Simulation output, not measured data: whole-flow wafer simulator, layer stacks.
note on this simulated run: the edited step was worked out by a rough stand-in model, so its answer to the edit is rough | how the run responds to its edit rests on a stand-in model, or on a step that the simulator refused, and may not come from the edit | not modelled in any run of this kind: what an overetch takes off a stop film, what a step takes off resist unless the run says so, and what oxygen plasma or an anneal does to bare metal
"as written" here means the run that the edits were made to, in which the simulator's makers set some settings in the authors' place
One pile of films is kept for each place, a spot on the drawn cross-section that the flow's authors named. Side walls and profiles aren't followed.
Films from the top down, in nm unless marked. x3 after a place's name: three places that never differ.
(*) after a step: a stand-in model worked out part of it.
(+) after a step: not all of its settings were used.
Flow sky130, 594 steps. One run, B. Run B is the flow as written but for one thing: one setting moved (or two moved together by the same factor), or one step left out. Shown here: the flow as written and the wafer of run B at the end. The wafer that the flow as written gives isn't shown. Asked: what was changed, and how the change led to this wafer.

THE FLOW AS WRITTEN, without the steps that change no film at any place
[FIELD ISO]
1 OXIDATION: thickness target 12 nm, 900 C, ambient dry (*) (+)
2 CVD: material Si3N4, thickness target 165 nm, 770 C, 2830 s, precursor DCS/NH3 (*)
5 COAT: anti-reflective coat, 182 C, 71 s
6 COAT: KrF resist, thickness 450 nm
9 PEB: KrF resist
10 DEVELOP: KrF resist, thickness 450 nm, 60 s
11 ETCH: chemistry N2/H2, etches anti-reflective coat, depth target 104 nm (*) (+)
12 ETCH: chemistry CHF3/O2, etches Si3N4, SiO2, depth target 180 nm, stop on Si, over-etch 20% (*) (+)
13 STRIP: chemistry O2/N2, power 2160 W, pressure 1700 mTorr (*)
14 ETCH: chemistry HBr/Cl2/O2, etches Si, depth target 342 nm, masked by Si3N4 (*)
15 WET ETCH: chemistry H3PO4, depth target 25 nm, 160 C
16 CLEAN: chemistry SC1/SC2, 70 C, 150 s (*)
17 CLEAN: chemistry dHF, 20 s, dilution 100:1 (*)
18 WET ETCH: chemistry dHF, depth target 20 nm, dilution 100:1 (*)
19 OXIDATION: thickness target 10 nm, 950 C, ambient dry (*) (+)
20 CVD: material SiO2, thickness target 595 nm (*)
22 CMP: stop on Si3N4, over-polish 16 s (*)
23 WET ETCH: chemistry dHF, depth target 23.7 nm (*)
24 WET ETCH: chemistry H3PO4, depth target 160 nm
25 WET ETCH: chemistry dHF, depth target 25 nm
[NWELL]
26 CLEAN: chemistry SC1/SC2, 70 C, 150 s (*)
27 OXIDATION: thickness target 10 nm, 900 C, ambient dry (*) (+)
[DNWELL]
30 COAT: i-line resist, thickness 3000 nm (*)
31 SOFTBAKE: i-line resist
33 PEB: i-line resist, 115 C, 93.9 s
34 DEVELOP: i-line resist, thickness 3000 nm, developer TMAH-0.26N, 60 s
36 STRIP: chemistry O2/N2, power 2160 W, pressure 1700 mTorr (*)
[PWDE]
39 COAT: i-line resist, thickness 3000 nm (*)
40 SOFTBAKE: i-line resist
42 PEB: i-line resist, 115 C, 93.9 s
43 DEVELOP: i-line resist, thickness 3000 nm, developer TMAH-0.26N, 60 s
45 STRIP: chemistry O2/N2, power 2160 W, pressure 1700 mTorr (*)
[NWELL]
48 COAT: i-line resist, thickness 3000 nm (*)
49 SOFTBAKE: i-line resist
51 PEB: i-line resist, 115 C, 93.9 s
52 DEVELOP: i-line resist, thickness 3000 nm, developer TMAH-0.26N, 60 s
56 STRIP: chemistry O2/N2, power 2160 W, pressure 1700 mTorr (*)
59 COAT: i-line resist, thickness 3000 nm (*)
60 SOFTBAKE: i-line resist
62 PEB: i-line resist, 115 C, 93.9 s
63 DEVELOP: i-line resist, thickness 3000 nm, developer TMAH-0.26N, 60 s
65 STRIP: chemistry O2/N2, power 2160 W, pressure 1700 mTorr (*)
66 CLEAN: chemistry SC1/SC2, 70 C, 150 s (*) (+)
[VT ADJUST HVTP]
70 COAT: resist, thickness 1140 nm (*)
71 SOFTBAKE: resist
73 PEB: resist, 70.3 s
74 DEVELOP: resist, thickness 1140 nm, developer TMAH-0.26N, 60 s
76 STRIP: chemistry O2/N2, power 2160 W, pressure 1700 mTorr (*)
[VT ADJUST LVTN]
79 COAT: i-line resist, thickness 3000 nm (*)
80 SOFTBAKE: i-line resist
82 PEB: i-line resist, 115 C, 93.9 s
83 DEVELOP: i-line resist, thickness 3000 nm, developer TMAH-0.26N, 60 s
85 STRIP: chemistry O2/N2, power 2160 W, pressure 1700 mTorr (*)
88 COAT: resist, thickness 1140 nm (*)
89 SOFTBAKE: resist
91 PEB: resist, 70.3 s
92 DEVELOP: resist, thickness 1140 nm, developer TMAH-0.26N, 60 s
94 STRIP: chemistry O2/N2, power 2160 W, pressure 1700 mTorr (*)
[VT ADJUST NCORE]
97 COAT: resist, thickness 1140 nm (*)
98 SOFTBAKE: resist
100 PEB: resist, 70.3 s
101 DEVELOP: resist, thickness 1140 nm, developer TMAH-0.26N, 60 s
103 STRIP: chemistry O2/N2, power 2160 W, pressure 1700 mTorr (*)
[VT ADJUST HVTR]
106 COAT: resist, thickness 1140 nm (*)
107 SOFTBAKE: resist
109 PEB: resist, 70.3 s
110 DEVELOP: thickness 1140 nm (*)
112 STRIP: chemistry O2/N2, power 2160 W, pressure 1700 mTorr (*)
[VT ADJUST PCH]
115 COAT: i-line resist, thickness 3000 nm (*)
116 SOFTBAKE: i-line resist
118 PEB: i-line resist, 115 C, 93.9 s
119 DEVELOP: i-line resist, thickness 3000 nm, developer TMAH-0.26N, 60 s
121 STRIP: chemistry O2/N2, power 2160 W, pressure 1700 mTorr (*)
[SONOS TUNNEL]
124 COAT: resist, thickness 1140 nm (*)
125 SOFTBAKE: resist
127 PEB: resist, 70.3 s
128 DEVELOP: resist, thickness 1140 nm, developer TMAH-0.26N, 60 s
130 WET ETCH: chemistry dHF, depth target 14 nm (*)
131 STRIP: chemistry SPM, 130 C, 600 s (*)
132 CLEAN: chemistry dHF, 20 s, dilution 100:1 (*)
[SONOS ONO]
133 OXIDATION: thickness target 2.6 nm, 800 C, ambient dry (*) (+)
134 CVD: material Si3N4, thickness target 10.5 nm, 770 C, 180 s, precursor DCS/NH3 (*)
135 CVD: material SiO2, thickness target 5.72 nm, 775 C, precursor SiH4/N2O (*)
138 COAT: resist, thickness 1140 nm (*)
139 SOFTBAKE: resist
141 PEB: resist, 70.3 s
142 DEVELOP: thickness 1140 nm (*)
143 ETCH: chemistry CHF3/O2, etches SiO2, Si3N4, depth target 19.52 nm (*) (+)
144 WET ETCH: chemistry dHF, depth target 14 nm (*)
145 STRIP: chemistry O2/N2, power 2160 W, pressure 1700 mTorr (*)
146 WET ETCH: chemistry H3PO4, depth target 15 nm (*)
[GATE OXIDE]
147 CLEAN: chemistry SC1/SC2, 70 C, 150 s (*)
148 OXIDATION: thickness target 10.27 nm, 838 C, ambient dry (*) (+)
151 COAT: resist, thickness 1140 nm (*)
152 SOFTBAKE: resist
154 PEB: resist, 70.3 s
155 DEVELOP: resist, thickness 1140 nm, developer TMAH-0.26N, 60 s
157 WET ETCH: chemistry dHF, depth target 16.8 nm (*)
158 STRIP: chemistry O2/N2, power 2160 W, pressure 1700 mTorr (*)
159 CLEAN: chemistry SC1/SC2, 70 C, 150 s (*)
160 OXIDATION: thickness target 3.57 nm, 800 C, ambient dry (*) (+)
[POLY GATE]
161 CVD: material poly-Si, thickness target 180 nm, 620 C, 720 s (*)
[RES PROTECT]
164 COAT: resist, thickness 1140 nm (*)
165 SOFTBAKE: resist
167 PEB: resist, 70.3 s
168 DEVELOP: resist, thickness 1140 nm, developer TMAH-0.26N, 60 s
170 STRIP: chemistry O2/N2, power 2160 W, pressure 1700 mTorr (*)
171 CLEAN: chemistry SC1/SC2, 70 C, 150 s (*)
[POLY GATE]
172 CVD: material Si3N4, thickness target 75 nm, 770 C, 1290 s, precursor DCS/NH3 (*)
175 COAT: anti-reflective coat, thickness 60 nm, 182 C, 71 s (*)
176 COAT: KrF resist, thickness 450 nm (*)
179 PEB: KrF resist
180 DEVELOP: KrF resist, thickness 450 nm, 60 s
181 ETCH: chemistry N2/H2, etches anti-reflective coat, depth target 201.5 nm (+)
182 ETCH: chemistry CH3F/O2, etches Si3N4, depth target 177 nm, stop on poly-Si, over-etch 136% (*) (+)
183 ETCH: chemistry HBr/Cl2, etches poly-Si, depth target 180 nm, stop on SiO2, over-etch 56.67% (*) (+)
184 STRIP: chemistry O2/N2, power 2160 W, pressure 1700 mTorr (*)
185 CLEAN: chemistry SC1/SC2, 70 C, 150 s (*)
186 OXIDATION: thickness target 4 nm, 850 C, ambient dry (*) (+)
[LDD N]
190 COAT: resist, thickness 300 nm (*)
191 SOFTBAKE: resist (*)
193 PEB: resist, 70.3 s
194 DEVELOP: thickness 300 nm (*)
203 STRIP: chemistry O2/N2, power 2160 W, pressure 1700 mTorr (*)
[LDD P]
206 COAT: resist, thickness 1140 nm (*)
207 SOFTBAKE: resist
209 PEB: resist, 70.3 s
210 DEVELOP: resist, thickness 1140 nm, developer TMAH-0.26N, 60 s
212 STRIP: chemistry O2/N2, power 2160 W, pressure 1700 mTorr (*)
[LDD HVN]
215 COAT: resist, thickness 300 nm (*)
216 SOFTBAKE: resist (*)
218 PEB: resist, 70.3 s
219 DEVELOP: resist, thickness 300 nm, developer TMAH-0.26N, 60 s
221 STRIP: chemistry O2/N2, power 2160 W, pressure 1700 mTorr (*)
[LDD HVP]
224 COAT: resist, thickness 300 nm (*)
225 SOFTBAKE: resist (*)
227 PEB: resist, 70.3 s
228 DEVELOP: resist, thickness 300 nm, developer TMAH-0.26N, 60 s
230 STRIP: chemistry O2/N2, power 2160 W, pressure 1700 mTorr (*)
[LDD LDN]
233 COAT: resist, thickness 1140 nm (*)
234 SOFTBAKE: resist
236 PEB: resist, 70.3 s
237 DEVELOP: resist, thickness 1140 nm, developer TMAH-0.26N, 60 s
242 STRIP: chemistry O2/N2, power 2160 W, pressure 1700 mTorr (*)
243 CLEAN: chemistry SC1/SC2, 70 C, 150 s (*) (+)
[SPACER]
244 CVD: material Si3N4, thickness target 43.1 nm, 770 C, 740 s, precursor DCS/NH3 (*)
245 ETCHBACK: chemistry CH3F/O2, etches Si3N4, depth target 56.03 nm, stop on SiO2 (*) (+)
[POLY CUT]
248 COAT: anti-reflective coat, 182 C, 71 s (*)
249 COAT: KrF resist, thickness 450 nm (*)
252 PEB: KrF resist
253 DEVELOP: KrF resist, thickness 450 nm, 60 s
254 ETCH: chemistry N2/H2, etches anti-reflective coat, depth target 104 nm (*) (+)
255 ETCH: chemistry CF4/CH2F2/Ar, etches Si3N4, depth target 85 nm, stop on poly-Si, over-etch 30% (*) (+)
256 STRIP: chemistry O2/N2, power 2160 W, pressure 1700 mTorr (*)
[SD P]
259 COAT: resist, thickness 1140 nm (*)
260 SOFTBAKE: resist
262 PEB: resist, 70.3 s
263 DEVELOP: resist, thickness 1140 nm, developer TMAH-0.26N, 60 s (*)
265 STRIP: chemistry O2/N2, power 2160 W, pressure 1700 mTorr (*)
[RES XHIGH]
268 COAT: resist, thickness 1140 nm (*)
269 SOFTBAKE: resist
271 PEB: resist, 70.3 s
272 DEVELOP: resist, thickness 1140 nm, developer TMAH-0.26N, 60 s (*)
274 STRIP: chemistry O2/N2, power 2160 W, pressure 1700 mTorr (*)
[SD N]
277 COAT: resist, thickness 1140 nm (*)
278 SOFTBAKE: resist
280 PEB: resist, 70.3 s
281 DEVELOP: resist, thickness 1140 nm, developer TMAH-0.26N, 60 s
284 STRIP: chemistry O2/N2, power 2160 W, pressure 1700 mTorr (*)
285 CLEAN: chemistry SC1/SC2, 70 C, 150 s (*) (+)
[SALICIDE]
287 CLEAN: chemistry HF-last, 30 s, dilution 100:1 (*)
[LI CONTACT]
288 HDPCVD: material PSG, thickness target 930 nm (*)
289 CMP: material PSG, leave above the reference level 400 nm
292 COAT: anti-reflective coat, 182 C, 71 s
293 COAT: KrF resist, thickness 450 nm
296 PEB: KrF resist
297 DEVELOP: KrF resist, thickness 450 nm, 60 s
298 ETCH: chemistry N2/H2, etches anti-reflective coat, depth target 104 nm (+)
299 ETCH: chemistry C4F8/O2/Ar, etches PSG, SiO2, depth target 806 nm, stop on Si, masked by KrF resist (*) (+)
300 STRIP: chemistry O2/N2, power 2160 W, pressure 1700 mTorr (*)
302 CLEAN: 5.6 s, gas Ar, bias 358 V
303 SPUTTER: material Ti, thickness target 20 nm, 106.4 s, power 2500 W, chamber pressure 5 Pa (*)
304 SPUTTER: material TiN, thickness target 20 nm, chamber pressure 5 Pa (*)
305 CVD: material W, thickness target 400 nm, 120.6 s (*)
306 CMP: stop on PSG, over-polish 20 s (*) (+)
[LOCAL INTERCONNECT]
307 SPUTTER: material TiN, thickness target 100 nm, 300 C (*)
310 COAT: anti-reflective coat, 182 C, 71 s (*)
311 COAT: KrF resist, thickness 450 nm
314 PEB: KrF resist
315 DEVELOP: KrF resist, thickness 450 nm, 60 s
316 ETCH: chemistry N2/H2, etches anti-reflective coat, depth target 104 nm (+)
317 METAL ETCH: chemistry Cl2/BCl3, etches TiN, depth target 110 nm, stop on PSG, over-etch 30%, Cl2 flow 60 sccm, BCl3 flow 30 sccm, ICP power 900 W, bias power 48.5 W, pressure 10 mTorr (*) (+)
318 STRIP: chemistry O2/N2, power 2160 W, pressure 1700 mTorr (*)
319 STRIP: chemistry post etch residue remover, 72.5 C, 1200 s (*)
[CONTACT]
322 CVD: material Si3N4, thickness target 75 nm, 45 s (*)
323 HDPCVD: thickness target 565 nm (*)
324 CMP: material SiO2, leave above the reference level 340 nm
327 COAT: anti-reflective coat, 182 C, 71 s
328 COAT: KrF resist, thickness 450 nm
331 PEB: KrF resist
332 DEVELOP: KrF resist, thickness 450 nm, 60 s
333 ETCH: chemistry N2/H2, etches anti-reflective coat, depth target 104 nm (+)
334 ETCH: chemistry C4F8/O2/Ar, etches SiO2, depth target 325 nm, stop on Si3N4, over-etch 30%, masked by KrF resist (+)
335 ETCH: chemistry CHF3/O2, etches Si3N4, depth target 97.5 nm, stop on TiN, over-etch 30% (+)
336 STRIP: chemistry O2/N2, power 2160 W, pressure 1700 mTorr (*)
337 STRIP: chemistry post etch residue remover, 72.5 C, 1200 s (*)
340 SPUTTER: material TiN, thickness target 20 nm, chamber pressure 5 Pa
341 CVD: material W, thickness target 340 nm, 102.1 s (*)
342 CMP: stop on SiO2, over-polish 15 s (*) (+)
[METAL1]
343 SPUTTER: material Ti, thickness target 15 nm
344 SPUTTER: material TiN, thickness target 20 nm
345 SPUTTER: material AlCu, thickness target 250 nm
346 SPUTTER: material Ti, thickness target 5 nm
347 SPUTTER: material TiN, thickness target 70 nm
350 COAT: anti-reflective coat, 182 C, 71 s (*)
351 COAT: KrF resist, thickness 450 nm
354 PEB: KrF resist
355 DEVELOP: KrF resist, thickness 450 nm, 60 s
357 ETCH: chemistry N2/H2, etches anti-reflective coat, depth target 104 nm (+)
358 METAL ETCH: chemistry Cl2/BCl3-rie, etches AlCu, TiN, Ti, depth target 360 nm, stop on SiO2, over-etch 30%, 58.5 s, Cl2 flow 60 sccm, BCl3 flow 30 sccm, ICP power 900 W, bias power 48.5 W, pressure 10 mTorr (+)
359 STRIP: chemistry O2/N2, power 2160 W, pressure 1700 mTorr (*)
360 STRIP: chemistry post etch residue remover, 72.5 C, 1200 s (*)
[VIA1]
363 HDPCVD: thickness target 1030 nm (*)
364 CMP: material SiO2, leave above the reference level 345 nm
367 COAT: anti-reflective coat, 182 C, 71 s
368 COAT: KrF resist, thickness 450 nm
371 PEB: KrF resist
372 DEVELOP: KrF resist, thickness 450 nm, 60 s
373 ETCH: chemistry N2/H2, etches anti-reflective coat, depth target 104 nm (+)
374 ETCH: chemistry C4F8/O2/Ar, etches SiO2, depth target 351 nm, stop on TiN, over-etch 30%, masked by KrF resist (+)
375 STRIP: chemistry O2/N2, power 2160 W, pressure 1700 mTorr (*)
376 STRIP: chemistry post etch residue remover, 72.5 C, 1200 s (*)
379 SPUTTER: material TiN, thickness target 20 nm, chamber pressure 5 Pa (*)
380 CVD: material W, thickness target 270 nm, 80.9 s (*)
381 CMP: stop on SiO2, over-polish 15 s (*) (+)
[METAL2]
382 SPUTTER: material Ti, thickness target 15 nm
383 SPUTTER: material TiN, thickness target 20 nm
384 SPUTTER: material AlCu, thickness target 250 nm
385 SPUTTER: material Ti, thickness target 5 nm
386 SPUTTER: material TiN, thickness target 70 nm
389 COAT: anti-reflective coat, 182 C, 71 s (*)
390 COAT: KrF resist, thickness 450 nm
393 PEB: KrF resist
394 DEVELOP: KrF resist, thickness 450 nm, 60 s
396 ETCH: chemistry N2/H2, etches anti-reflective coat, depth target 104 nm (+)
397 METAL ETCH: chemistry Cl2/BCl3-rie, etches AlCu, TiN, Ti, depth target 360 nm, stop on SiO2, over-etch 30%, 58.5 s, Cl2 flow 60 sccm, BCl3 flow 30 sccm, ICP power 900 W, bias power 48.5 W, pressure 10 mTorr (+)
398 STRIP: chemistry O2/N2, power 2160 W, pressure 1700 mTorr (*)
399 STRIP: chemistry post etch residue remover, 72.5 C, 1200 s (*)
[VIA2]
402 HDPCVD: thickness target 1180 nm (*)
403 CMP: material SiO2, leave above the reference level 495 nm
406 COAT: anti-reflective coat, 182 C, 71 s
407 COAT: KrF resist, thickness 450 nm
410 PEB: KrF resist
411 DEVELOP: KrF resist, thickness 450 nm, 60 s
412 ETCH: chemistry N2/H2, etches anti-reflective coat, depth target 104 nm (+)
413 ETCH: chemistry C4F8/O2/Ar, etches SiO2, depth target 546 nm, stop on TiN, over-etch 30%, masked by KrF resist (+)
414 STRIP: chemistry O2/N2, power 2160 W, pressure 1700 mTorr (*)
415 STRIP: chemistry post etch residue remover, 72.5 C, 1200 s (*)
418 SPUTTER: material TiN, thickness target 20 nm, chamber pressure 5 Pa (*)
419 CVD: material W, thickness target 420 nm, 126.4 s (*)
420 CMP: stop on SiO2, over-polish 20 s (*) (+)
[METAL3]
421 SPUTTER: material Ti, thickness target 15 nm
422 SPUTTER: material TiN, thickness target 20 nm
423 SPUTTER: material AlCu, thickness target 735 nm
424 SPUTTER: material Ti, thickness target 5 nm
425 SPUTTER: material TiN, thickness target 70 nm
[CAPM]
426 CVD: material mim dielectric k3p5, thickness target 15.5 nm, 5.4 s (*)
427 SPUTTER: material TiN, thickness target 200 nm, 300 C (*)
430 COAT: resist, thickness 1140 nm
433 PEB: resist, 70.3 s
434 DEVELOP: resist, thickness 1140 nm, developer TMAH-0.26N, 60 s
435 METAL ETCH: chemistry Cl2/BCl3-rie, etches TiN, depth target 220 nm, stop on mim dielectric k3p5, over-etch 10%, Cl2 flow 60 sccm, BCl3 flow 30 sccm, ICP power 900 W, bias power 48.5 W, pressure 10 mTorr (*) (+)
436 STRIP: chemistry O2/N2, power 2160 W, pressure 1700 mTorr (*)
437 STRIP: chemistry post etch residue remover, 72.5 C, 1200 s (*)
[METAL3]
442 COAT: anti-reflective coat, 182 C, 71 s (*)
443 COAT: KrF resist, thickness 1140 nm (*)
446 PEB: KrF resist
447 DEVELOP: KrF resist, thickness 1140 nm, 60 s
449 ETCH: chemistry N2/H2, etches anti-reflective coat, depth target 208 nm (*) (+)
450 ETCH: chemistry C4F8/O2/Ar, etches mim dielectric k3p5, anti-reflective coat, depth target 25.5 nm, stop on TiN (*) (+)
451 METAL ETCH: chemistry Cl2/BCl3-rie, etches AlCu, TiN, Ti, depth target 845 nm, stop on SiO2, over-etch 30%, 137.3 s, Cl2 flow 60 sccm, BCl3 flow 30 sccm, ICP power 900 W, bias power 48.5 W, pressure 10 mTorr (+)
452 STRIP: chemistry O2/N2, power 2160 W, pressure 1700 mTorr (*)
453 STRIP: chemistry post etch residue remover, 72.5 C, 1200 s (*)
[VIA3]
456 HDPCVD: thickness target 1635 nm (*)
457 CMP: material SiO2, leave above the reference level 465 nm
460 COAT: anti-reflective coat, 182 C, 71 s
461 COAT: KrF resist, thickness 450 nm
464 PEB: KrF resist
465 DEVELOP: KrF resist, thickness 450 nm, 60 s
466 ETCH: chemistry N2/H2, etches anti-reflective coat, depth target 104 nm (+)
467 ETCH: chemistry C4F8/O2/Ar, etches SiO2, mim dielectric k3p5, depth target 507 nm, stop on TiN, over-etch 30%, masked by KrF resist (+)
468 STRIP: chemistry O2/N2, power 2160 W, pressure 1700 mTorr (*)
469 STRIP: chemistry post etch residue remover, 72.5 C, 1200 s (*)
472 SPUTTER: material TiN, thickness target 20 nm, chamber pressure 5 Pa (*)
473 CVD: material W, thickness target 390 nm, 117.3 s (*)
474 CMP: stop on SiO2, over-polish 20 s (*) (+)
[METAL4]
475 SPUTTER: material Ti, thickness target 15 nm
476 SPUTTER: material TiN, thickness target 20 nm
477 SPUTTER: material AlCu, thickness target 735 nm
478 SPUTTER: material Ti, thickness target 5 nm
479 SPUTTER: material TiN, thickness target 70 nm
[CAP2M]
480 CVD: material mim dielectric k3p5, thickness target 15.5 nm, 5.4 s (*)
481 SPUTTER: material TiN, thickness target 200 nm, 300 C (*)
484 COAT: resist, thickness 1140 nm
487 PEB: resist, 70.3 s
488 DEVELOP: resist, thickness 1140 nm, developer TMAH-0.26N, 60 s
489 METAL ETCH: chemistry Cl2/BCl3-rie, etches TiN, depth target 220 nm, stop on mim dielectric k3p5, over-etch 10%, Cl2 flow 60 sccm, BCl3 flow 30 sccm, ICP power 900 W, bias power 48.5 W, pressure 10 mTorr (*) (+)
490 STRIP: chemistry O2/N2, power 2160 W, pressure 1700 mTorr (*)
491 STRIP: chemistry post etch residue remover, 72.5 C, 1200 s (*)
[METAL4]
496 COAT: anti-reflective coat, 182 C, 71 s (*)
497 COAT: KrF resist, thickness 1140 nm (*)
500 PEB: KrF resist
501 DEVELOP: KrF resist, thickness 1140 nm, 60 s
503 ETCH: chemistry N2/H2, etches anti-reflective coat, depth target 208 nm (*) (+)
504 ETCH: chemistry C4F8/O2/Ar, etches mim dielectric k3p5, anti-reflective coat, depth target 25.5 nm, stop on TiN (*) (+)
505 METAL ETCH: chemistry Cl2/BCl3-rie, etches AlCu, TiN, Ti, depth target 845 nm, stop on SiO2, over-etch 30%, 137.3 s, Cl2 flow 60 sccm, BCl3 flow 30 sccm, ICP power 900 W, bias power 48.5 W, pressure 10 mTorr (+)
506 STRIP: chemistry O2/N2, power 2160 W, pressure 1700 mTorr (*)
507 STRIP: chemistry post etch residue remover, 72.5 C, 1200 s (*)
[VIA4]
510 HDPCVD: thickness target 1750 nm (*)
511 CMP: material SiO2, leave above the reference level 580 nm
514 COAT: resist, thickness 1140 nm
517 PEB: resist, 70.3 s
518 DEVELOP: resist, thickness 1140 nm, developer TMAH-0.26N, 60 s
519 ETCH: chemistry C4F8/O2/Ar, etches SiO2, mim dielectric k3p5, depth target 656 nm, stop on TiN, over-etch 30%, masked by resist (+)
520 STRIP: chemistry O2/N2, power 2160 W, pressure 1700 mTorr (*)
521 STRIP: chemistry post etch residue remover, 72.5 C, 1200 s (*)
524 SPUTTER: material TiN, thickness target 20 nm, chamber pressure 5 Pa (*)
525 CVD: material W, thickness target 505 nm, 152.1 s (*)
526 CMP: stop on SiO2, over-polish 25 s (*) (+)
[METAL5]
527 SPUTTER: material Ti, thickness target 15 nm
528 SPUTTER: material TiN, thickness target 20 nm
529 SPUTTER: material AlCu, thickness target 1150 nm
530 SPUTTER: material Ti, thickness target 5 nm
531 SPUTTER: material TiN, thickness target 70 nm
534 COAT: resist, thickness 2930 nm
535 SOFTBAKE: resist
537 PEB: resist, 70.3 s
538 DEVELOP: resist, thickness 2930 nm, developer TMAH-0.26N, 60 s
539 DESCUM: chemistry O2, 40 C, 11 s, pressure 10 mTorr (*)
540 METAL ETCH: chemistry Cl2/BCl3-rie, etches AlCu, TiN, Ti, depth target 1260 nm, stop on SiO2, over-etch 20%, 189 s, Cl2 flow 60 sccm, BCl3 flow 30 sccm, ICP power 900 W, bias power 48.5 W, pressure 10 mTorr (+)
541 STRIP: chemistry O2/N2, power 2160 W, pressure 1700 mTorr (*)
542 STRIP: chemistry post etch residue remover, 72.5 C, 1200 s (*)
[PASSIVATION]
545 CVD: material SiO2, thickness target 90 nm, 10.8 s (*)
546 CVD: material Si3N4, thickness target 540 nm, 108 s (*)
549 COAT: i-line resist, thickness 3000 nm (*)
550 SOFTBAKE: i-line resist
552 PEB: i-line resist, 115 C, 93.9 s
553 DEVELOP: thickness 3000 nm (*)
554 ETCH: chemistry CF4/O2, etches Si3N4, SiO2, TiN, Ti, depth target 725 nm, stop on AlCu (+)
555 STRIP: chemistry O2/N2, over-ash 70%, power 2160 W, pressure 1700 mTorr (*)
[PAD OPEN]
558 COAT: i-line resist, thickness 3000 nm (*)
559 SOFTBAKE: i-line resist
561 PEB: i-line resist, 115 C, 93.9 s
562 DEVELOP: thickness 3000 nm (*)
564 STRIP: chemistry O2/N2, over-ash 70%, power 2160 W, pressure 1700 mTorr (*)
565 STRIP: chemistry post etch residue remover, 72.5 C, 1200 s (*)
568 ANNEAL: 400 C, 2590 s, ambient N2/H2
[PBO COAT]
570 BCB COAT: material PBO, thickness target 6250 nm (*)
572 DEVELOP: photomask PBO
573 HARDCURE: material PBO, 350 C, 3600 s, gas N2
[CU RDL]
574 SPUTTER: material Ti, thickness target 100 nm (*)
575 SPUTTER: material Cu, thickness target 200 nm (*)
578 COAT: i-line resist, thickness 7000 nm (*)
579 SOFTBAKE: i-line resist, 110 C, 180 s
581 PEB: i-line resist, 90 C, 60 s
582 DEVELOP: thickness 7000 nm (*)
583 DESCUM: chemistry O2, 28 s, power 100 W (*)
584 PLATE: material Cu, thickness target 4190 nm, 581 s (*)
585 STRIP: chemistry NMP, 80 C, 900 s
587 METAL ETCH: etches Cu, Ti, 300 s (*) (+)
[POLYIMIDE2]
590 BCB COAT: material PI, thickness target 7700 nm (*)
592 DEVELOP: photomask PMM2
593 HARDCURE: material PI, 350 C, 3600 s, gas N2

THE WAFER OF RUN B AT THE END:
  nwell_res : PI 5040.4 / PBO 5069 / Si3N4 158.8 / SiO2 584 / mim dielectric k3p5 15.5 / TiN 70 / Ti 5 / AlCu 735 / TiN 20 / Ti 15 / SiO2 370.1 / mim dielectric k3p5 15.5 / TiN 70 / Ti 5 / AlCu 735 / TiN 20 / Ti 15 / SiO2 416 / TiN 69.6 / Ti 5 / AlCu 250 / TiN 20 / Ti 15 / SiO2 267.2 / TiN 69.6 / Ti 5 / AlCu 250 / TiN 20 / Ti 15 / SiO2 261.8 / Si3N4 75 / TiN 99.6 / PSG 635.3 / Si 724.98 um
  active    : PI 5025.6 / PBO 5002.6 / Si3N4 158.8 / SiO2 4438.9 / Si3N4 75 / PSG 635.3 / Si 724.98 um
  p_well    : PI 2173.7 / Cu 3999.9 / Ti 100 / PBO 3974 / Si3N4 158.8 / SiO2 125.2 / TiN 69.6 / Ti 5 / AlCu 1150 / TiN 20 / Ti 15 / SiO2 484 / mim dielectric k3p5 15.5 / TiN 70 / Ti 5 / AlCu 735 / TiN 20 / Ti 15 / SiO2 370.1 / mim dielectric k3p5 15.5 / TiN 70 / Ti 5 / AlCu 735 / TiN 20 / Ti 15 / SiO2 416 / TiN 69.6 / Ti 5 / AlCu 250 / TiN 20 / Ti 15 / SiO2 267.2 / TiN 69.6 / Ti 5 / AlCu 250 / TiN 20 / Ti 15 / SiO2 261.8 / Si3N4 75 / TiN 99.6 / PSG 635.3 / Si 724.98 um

The cause: step 186, OXIDATION: 744 C was run, where the flow has 850 C.

How the change led to this, step by step:
  186 OXIDATION: thickness target 4 nm, 850 C, ambient dry (*) (+)
      active, p_well, spacer and 26 more: SiO2 +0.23, Si -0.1 (as written it would be: SiO2 +1.55, Si -0.68)
      pwell_dnw, sd_hvn, dext_ntap_nw and 17 more: SiO2 +0.21, Si -0.09 (as written it would be: SiO2 +0.94, Si -0.41)
      (and at 1 more place)
  248 COAT: anti-reflective coat, 182 C, 71 s (*)
      gate_p_g5v0: anti-reflective coat +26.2 (new film) (as written it would be: anti-reflective coat +26.8 (new film))
  256 STRIP: chemistry O2/N2, power 2160 W, pressure 1700 mTorr (*)
      gate_p_g5v0: KrF resist -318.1 (all of it), anti-reflective coat -26.2 (all of it) (as written it would be: KrF resist -317.7 (all of it), anti-reflective coat -26.8 (all of it))
  287 CLEAN: chemistry HF-last, 30 s, dilution 100:1 (*)
      active, p_well, sd_n and 19 more: SiO2 -1.14 (all of it) (as written it would be: SiO2 -1.31)
      ndiff_dn: SiO2 -1.36 (all of it) (as written it would be: SiO2 -1.31)
  299 ETCH: chemistry C4F8/O2/Ar, etches PSG, SiO2, depth target 806 nm, stop on Si, masked by KrF resist (*) (+)
      contact, ndiff_licon, ndiff_licon_cpp: PSG -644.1 (all of it) (as written it would be: PSG -643.6 (all of it), SiO2 -1.16 (all of it))
